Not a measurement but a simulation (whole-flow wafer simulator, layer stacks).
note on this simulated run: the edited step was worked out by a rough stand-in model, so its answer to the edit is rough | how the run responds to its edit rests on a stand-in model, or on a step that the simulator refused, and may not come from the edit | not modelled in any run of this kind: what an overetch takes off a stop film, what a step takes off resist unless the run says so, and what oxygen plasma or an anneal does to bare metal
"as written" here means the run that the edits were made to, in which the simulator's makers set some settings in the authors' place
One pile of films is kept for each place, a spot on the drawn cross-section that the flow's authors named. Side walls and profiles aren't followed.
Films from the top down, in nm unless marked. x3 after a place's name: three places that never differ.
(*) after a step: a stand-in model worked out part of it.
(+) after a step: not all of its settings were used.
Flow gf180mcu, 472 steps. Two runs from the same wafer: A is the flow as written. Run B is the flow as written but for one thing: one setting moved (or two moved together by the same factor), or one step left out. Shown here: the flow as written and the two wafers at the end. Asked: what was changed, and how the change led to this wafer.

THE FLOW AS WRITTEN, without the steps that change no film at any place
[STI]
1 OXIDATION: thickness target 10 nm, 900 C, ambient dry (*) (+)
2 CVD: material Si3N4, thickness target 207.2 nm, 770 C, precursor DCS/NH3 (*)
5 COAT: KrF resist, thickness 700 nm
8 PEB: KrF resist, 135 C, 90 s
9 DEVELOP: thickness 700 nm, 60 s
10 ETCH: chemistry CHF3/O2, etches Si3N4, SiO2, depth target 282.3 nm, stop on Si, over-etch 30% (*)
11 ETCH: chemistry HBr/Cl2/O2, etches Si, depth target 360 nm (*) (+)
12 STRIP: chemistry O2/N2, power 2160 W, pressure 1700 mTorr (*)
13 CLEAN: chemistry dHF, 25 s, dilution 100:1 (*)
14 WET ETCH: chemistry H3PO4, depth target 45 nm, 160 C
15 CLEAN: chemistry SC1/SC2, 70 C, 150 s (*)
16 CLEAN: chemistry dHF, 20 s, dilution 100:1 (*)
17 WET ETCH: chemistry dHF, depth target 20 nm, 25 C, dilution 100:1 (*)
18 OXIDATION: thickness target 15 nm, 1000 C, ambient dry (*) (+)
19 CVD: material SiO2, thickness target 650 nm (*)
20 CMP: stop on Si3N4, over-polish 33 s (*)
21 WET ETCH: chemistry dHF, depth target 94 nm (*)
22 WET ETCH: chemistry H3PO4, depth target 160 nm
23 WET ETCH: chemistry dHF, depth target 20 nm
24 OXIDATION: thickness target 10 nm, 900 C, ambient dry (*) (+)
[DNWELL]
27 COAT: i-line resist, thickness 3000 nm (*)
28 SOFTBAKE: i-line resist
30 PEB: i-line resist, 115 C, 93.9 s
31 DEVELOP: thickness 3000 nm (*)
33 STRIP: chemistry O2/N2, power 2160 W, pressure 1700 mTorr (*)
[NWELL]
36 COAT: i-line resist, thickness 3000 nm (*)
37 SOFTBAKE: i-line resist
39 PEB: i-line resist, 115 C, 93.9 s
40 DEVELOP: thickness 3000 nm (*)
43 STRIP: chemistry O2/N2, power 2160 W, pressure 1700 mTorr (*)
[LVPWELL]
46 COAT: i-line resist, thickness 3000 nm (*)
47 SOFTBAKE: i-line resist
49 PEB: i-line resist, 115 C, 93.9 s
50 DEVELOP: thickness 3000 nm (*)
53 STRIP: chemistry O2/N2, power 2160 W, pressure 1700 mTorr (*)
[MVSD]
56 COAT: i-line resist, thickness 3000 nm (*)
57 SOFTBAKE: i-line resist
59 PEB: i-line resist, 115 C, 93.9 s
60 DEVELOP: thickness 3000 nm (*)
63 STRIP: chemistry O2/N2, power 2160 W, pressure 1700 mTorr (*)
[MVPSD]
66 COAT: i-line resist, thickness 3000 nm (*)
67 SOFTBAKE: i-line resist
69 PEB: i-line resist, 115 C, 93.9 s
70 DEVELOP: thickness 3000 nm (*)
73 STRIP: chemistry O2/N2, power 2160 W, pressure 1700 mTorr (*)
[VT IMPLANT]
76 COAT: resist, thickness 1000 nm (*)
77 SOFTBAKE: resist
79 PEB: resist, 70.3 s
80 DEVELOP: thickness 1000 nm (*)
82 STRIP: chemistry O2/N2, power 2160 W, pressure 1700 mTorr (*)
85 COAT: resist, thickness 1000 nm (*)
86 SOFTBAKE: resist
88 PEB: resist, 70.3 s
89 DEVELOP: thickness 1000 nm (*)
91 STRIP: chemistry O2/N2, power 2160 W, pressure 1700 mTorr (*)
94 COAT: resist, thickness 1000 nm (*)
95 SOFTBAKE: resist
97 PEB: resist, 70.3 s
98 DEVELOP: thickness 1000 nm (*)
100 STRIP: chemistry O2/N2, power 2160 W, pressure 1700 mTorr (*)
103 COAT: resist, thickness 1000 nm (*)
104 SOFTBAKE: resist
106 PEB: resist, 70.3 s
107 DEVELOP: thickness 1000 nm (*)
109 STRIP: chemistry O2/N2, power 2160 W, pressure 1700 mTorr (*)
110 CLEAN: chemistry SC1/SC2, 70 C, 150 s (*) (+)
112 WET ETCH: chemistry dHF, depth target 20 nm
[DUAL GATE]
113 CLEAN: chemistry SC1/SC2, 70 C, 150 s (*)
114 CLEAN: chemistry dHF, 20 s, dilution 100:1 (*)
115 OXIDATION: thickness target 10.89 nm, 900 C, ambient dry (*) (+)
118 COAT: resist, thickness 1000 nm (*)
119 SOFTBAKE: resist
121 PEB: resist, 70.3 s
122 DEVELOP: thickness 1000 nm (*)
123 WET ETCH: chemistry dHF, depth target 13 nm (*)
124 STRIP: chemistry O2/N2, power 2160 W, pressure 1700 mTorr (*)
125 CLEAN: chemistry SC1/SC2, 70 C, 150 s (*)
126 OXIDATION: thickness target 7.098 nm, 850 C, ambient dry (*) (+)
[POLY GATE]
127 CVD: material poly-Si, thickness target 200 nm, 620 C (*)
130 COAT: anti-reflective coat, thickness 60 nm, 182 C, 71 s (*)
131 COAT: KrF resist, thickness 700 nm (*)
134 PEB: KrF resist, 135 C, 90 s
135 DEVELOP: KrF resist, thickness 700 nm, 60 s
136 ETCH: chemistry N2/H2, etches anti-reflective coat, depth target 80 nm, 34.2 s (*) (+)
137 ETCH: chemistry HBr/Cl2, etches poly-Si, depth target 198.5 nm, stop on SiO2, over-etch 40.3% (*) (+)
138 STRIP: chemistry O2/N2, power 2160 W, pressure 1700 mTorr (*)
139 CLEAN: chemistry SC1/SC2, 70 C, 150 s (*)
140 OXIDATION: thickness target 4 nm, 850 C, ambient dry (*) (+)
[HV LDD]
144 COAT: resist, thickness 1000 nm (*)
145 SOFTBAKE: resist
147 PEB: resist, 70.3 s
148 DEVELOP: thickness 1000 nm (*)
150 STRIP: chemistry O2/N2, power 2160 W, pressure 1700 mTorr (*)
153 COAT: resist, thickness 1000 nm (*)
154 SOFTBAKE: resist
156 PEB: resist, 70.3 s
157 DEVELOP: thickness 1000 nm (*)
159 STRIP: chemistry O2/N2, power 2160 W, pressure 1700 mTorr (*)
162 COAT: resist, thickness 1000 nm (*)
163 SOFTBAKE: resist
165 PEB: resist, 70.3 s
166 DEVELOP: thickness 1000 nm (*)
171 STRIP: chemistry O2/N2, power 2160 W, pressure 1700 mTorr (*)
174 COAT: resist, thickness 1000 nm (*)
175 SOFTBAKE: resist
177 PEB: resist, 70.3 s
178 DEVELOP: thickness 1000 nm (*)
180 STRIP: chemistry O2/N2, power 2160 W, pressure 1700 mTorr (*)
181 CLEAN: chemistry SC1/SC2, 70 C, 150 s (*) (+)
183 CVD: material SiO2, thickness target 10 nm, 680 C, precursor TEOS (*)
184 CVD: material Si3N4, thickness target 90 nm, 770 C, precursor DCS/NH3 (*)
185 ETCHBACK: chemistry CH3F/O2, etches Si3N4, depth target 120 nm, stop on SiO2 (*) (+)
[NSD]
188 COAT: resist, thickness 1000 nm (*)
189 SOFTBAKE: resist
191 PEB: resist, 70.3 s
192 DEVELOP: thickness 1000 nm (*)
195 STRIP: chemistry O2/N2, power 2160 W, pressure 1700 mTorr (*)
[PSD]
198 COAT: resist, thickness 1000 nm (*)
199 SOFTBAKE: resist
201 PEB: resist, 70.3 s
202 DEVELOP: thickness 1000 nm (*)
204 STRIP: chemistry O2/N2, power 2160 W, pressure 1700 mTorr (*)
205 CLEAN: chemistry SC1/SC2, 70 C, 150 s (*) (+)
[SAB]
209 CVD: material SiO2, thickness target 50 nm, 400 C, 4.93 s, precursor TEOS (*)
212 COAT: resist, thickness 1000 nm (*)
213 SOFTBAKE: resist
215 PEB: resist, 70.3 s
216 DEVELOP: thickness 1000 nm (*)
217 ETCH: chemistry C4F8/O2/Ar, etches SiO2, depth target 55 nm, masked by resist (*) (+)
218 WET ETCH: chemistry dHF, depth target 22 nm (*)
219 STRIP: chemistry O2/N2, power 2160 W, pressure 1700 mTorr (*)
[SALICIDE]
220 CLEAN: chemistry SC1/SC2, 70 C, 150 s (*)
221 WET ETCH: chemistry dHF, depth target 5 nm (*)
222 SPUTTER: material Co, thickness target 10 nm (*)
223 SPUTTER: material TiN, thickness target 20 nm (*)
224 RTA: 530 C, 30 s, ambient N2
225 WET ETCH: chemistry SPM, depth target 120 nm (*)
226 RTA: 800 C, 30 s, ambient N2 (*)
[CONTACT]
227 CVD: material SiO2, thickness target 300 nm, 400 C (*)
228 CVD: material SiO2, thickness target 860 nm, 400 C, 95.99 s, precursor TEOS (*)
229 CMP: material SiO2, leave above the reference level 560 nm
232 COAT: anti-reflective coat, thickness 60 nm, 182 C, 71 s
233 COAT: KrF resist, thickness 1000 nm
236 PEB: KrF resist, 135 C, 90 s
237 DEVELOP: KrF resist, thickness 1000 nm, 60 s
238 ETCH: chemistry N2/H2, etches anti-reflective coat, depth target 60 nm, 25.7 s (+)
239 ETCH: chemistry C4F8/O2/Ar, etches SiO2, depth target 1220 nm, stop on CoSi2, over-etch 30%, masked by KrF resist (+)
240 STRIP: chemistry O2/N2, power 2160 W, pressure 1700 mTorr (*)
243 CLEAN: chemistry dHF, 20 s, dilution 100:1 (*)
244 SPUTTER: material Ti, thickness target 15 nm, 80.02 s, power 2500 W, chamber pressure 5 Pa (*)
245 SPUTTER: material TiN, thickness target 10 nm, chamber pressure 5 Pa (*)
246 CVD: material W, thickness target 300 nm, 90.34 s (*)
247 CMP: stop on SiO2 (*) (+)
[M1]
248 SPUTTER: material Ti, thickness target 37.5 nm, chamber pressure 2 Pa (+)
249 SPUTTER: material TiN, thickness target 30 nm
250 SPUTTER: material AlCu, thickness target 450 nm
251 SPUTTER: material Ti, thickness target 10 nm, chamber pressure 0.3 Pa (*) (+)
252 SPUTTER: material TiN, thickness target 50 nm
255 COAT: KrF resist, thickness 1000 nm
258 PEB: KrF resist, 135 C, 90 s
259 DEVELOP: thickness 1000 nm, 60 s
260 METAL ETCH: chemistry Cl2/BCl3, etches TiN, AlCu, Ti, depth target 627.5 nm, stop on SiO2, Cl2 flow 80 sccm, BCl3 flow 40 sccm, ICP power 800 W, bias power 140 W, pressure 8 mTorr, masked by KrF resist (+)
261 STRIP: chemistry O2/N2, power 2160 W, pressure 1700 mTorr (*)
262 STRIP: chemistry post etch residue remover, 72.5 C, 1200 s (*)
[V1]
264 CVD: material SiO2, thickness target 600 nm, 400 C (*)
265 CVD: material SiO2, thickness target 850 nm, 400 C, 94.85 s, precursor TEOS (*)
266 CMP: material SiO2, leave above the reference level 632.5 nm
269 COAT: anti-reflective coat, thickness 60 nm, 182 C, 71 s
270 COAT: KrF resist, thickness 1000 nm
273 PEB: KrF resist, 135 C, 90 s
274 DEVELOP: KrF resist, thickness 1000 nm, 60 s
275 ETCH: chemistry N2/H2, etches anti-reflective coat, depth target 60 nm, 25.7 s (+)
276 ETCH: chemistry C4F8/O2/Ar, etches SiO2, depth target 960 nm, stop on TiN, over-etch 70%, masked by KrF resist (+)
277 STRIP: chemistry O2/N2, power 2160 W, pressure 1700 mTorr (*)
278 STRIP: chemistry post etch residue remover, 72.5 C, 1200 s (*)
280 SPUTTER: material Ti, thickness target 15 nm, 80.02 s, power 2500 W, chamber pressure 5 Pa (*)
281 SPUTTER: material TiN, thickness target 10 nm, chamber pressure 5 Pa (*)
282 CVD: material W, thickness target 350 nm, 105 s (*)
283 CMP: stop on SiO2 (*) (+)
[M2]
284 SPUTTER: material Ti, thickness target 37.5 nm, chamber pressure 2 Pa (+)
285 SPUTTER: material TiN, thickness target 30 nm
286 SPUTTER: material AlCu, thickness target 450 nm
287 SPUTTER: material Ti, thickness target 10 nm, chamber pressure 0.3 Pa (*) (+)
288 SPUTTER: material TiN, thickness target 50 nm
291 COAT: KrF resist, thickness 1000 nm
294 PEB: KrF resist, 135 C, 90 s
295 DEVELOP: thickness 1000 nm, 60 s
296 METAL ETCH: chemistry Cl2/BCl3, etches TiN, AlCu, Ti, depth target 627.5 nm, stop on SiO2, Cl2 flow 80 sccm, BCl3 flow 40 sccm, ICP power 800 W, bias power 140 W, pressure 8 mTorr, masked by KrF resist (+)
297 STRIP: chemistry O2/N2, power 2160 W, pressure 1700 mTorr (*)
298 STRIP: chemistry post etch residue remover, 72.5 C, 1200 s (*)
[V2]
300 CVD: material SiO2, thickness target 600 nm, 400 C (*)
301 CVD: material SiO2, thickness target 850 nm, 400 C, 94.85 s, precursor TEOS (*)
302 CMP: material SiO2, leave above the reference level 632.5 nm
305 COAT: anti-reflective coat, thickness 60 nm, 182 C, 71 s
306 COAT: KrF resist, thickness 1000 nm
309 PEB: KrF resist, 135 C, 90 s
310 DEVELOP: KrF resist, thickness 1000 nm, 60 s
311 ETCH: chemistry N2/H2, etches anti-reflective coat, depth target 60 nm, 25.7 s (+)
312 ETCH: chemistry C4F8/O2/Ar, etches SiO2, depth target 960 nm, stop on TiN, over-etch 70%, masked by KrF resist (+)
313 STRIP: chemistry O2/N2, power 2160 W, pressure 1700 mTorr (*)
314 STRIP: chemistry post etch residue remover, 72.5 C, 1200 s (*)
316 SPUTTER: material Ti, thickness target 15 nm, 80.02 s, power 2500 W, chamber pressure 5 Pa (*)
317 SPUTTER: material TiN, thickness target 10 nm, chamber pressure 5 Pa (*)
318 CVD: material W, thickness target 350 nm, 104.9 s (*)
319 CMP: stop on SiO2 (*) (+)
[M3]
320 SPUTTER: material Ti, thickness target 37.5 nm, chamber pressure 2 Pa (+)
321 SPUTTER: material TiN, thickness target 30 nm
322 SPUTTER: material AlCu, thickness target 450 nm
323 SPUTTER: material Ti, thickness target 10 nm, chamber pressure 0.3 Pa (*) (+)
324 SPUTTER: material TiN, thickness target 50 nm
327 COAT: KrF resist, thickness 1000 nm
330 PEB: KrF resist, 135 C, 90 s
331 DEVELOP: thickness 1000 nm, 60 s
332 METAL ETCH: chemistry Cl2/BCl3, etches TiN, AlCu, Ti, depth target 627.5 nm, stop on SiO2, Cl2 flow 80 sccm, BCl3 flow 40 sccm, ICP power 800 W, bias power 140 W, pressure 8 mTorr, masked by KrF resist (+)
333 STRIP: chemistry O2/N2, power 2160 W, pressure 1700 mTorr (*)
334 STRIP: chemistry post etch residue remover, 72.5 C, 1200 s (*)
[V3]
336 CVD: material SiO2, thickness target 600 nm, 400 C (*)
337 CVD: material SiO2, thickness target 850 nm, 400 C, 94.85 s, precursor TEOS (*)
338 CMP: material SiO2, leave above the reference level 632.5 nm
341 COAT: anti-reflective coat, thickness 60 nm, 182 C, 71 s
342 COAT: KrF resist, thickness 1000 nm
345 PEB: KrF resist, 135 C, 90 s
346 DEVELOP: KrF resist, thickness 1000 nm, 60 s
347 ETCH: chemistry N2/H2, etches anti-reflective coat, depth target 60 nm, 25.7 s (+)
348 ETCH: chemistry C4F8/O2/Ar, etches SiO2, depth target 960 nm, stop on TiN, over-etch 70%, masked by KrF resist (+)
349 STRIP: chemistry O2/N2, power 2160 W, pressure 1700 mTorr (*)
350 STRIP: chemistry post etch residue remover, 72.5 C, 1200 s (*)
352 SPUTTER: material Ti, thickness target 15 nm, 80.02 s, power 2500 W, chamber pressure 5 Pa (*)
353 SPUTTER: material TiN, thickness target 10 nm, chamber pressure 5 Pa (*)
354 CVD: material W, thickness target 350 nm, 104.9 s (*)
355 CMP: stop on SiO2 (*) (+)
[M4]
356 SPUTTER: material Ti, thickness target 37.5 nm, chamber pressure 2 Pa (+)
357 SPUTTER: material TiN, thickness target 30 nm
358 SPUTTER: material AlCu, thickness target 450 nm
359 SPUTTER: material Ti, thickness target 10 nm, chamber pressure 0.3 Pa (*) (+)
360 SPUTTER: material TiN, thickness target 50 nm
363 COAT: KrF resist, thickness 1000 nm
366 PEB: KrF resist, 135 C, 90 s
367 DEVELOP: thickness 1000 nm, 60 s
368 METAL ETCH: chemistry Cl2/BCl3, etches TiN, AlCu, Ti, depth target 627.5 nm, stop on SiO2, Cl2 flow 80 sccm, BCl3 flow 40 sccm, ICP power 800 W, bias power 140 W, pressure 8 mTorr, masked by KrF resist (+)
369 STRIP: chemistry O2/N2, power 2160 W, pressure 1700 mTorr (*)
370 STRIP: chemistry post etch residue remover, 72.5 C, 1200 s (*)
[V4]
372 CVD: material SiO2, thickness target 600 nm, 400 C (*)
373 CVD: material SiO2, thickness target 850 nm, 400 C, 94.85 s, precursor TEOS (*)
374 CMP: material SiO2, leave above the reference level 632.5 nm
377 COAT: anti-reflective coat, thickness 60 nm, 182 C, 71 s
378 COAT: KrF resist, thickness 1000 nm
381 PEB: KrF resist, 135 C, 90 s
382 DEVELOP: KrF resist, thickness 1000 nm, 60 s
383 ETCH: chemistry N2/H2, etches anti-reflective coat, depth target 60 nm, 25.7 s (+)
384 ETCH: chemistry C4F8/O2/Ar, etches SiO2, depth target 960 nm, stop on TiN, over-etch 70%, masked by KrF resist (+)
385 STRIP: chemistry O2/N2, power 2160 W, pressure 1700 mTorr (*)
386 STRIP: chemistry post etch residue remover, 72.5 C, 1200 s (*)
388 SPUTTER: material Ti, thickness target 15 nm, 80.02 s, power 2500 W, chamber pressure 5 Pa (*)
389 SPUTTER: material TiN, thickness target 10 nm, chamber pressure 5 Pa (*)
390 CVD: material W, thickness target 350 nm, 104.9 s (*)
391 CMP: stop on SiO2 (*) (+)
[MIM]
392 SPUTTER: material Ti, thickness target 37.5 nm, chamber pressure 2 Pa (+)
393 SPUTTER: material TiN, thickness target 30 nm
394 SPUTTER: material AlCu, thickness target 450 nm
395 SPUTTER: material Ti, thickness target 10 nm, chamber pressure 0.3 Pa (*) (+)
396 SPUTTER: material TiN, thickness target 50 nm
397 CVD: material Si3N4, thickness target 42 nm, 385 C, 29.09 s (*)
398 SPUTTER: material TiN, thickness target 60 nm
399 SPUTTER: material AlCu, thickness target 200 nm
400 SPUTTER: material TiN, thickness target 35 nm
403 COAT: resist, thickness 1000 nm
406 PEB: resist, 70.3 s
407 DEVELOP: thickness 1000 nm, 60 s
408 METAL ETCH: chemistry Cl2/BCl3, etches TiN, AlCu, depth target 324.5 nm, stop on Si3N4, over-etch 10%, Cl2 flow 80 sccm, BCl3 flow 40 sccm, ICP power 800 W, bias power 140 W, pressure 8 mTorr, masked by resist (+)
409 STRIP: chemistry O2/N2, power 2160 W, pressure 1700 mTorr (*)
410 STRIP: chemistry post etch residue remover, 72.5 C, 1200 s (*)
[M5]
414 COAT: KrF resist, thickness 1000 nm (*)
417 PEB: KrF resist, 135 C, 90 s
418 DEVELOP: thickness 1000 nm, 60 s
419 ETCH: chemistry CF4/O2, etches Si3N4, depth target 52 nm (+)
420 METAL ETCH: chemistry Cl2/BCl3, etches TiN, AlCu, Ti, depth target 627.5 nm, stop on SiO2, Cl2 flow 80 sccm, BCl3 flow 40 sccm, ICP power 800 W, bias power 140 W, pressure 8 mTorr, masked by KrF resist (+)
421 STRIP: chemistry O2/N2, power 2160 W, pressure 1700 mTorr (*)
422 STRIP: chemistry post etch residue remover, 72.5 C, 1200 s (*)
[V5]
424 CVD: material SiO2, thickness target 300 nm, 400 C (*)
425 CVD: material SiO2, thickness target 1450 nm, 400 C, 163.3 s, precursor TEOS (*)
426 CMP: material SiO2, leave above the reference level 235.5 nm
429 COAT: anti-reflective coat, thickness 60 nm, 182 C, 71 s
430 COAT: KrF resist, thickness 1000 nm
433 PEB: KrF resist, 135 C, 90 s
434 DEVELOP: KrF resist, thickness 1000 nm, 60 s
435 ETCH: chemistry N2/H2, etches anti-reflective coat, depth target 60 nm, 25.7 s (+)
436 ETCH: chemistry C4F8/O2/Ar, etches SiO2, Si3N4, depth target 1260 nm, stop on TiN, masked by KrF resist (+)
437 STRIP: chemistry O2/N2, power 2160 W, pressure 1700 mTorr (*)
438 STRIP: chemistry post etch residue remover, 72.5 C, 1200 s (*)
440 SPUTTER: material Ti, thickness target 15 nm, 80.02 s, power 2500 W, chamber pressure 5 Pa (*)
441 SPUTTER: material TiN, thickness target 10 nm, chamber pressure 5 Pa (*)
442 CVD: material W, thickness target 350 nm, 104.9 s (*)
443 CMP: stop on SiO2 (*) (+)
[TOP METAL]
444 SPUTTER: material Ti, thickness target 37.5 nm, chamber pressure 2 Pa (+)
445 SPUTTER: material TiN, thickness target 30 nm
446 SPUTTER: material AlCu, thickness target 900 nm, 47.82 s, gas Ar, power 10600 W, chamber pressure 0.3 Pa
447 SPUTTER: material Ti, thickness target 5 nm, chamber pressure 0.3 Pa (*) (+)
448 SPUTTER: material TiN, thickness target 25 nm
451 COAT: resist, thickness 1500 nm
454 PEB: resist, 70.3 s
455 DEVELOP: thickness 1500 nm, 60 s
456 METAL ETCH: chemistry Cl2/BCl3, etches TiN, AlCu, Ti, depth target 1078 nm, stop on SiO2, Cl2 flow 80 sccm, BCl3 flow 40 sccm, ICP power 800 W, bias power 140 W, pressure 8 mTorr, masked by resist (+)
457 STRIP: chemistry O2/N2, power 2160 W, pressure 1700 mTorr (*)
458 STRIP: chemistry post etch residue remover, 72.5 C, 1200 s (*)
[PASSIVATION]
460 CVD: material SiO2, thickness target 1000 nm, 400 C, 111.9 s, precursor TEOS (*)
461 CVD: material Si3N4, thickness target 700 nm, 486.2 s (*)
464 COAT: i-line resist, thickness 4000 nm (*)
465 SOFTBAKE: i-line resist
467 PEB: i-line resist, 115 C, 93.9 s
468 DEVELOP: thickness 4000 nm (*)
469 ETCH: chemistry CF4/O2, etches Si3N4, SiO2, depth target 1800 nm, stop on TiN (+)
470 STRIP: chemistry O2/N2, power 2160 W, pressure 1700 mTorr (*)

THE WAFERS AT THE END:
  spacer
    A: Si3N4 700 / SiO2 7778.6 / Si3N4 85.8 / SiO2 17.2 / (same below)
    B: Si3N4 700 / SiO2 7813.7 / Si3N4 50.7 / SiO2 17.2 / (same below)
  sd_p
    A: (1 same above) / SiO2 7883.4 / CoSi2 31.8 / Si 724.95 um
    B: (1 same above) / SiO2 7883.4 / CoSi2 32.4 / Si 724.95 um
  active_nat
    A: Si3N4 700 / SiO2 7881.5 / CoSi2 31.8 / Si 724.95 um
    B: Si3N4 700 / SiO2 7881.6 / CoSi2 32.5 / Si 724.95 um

The cause: step 184, CVD: thickness target 54.9 nm was run, where the flow has thickness target 90 nm.

How the change led to this, step by step:
  184 CVD: material Si3N4, thickness target 90 nm, 770 C, precursor DCS/NH3 (*)
      field, field__w1, field__w2 and 101 more: A Si3N4 +90 (new film) | B Si3N4 +54.9 (new film)
  185 ETCHBACK: chemistry CH3F/O2, etches Si3N4, depth target 120 nm, stop on SiO2 (*) (+)
      field, field__w1, field__w2 and 93 more: A Si3N4 -90 (all of it), SiO2 -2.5 | B Si3N4 -54.9 (all of it), SiO2 -5.43
      p_well, sd_n, contact, active_nat, ld_drn_p, nplus_u, pplus_u: A Si3N4 -90 (all of it), SiO2 -2.5 | B Si3N4 -54.9 (all of it), SiO2 -5.42
  188 COAT: resist, thickness 1000 nm (*)
      spacer: A resist +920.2 (new film) | B resist +952.1 (new film)
  189 SOFTBAKE: resist
      field: A resist +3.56 | B resist -0.34
      field__w6: A resist +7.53 | B resist +6.87
      (and at 17 more places)
  191 PEB: resist, 70.3 s
      spacer: A resist -14.3 | B resist -15.1
  192 DEVELOP: thickness 1000 nm (*)
      spacer: A resist -905.9 (all of it) | B resist -937 (all of it)
  195 STRIP: chemistry O2/N2, power 2160 W, pressure 1700 mTorr (*)
      field: A resist -1026.7 (all of it) | B resist -1005.6 (all of it)
  198 COAT: resist, thickness 1000 nm (*)
      spacer: A resist +920.2 (new film) | B resist +952.1 (new film)
  199 SOFTBAKE: resist
      field: A resist +3.56 | B resist -0.34
      field__w6: A resist +7.53 | B resist +6.87
      (and at 17 more places)
  201 PEB: resist, 70.3 s
      spacer: A resist -14.3 | B resist -15.1
  204 STRIP: chemistry O2/N2, power 2160 W, pressure 1700 mTorr (*)
      field: A resist -1026.7 (all of it) | B resist -1005.6 (all of it)
      spacer: A resist -905.9 (all of it) | B resist -937 (all of it)
  212 COAT: resist, thickness 1000 nm (*)
      spacer: A resist +919.4 (new film) | B resist +951.3 (new film)
  213 SOFTBAKE: resist
      field__w9: A resist -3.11 | B resist +6.63
      field__w5: A resist +7.65 | B resist +6.88
      (and at 11 more places)
  215 PEB: resist, 70.3 s
      spacer: A resist -14.3 | B resist -15.1
  216 DEVELOP: thickness 1000 nm (*)
      spacer: A resist -905.1 (all of it) | B resist -936.2 (all of it)
  218 WET ETCH: chemistry dHF, depth target 22 nm (*)
      gate, gate_hv, gate_p and 23 more: A SiO2 -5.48 (all of it) | B SiO2 -2.56 (all of it)
      active, p_well, sd_n, iso_ptap_pw, iso_ntap_nw, iso_ptap_sub, vpnp_e: A SiO2 -9.01 (all of it) | B SiO2 -6.09 (all of it)
      (and at 16 more places)
  ... 5 more steps ...
  229 CMP: material SiO2, leave above the reference level 560 nm
      spacer: A SiO2 -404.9 | B SiO2 -369.8
